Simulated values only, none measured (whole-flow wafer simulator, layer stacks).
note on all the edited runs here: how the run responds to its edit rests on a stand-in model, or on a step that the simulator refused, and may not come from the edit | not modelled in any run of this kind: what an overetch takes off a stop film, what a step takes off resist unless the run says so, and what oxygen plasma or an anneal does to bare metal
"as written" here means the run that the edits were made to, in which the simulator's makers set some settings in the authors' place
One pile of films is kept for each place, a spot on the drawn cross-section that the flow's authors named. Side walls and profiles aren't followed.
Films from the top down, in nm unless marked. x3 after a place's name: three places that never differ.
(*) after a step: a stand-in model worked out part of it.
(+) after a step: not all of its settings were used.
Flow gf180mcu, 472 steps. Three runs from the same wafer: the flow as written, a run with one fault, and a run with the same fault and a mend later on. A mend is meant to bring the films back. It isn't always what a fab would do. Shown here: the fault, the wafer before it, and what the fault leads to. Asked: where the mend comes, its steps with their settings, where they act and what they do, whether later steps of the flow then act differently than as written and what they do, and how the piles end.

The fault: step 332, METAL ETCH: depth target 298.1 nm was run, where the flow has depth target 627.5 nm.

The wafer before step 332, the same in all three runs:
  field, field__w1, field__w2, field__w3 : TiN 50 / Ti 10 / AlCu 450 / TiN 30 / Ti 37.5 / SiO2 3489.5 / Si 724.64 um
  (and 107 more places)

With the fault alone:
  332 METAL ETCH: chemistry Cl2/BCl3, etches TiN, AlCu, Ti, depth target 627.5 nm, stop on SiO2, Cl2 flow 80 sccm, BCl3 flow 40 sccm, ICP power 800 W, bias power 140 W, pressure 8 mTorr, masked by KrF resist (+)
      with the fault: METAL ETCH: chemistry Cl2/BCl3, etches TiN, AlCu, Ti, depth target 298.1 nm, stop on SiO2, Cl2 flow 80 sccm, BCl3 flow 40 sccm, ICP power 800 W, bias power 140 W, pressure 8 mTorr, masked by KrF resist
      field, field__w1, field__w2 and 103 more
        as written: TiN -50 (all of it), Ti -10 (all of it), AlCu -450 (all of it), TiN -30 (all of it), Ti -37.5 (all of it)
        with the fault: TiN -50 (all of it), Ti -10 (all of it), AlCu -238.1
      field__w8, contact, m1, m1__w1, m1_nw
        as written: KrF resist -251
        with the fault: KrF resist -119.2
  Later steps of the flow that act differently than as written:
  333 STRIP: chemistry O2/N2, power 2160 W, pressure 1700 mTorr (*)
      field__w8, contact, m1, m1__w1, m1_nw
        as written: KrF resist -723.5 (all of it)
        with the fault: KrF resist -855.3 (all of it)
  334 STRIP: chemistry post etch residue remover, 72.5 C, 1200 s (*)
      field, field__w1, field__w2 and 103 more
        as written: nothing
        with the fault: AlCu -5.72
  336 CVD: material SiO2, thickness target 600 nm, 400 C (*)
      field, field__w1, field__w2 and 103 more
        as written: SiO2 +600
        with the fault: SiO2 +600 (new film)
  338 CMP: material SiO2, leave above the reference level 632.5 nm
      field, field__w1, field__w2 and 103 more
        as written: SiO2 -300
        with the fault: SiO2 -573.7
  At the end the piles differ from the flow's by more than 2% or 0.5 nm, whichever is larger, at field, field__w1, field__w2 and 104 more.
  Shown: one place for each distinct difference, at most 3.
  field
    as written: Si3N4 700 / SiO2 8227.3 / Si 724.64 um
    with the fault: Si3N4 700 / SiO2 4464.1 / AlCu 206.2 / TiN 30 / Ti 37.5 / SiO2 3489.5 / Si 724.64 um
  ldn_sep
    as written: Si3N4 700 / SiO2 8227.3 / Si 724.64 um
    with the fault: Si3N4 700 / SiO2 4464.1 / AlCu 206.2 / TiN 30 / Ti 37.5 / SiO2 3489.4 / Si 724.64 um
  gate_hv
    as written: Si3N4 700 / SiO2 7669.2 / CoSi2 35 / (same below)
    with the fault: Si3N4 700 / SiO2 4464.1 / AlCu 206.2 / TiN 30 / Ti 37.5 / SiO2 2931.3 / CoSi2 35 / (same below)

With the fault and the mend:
  The mend comes after step 334.
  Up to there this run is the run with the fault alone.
  334a DEHYDRATE: 200 C, 60 s (the flow's step 325 once more)
      changes no film at any place that is followed
  334b HMDS: 120 C, 60 s (the flow's step 326 once more)
      changes no film at any place that is followed
  334c COAT: KrF resist, thickness 1000 nm (*) (the flow's step 327 once more)
      iso_ptap_pw, iso_ntap_nw, iso_nw_fld and 33 more
        KrF resist +1000 (new film)
      field_sub__w2, field_sub__w4, ld_sd_n and 13 more
        KrF resist +1001.9 (new film)
      field__w5, field__w6, field__w9 and 9 more
        KrF resist +1002 (new film)
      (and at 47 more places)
  334d SOFTBAKE: KrF resist (the flow's step 328 once more)
      changes no film at any place that is followed
  334e EXPOSE: photomask Metal3 (the flow's step 329 once more)
      changes no film at any place that is followed
  334f PEB: KrF resist, 135 C, 90 s (the flow's step 330 once more)
      field__w1, field__w2, field__w3 and 58 more
        KrF resist -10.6
      iso_ptap_pw, iso_ntap_nw, iso_nw_fld and 33 more
        KrF resist -10.5
      sd_p, gate_p, nw_sep_fld, polyc_n
        KrF resist -10.7
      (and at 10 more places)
  334g DEVELOP: thickness 1000 nm, 60 s (the flow's step 331 once more)
      iso_ptap_pw, iso_ntap_nw, iso_nw_fld and 33 more
        KrF resist -989.5 (all of it)
      field__w5, field__w6, field__w9 and 12 more
        KrF resist -991.4 (all of it)
      field__w10, field_sub, field_sub__w1 and 9 more
        KrF resist -991.5 (all of it)
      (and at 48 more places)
  334h METAL ETCH: chemistry Cl2/BCl3, etches TiN, AlCu, Ti, depth target 329.4 nm, stop on SiO2, Cl2 flow 80 sccm, BCl3 flow 40 sccm, ICP power 800 W, bias power 140 W, pressure 8 mTorr, masked by KrF resist (+) (the flow's step 332 once more, with other settings)
      field, field__w1, field__w2 and 103 more
        AlCu -206.2 (all of it), TiN -30 (all of it), Ti -37.5 (all of it)
      field__w8, contact, m1, m1__w1, m1_nw
        KrF resist -131.8
  334i STRIP: chemistry O2/N2, power 2160 W, pressure 1700 mTorr (*) (the flow's step 333 once more)
      field__w8
        KrF resist -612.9 (all of it)
      contact
        KrF resist -611.2 (all of it)
      m1
        KrF resist -612.8 (all of it)
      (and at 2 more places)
  334j STRIP: chemistry post etch residue remover, 72.5 C, 1200 s (*) (the flow's step 334 once more)
      field__w8, contact, m1, m1__w1, m1_nw
        TiN -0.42
  No later step of the flow acts differently than as written, at any place that is followed, by more than 2% or 0.5 nm, whichever is larger.
  At the end the piles differ from the flow's only slightly at the places that both follow, by at most 2% or 0.5 nm, whichever is larger.
